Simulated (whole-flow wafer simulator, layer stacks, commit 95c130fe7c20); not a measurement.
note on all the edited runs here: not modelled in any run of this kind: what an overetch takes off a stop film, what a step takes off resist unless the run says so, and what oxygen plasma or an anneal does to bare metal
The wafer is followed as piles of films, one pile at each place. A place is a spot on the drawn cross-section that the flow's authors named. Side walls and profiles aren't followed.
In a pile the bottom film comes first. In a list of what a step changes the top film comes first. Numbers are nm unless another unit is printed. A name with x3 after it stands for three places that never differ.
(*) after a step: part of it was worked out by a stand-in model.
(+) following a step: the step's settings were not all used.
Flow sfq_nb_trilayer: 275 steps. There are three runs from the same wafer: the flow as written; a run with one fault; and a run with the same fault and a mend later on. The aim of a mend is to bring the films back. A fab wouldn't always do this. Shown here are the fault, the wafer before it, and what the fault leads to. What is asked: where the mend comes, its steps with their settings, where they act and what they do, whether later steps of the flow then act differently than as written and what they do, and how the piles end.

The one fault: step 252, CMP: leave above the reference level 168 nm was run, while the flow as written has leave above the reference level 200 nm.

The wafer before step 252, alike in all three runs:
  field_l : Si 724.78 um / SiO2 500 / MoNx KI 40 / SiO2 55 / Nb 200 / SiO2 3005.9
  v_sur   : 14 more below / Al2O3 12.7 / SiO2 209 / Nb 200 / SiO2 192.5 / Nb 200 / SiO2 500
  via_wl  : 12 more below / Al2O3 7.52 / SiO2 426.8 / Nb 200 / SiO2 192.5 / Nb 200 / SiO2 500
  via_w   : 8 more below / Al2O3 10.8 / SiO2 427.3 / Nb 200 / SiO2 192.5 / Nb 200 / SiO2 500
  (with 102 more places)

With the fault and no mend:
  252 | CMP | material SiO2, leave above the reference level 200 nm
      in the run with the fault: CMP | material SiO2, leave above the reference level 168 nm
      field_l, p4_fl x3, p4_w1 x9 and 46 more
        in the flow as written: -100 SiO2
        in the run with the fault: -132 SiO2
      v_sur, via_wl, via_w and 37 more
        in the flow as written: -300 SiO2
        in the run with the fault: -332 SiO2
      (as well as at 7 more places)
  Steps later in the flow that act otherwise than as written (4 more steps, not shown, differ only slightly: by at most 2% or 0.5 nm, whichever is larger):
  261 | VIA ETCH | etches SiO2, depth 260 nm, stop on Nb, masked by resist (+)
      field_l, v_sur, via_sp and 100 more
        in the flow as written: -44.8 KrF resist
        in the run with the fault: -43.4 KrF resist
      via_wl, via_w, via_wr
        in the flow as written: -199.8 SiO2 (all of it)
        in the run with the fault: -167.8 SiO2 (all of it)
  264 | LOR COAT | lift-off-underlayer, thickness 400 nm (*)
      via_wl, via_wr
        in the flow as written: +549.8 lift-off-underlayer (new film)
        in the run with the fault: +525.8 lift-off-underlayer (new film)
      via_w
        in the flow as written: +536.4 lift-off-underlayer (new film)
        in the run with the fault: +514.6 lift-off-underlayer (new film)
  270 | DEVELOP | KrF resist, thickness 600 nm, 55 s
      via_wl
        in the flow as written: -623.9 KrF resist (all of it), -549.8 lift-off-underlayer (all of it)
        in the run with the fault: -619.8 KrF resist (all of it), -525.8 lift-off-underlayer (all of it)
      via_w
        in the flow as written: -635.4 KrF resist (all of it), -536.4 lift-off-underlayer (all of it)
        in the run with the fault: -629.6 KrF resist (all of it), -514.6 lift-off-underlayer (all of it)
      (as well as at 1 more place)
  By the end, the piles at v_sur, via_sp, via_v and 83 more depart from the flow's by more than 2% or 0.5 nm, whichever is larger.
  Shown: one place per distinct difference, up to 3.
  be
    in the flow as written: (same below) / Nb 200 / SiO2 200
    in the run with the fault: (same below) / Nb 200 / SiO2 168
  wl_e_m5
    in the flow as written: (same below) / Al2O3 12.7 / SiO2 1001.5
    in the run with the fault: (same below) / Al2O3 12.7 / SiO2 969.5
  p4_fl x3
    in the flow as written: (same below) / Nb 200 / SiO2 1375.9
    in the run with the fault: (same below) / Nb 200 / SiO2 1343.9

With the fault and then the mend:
  The mend follows step 259.
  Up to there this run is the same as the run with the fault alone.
  259a | STRIP | over-ash 65%, gas O2, power 200 W (*)
      field_l, v_sur, via_sp and 100 more
        -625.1 KrF resist (all of it), -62 anti-reflective coat (all of it)
      via_wl, via_w, via_wr
        -62 anti-reflective coat (all of it)
  259b | PECVD | material SiO2, thickness 32 nm, 150 C, 7.111 s, RF power 183.3 W, pressure 2.4 Torr, precursor SiH4/N2O (the flow's step 251 again, with other settings)
      field_l, v_sur, via_wl and 103 more
        +32 SiO2
  259c | COAT | anti-reflective coat, thickness 62 nm (the flow's step 254 again)
      field_l, v_sur, via_wl and 103 more
        +62 anti-reflective coat (new film)
  259d | COAT | KrF resist, thickness 650 nm (the flow's step 255 again)
      field_l, v_sur, via_wl and 103 more
        +650 KrF resist (new film)
  259e | SOFTBAKE | KrF resist (the flow's step 256 again)
      does not change any film at any place that is followed
  259f | EXPOSE | photomask I7, dose 11.93 mJ/cm2, NA 0.6, wavelength 248 nm (*) (the flow's step 257 again)
      does not change any film at any place that is followed
  259g | PEB | KrF resist, 90 s (the flow's step 258 again)
      field_l, v_sur, via_wl and 103 more
        -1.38 KrF resist
  259h | DEVELOP | KrF resist, thickness 650 nm, 60 s (the flow's step 259 again)
      field_l, v_sur, via_sp and 100 more
        -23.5 KrF resist
      via_wl, via_w, via_wr
        -648.6 KrF resist (all of it)
  Later steps of the flow that are run all act as written at every place that is followed.
  By the end, the piles equal the flow's at every place that both follow.
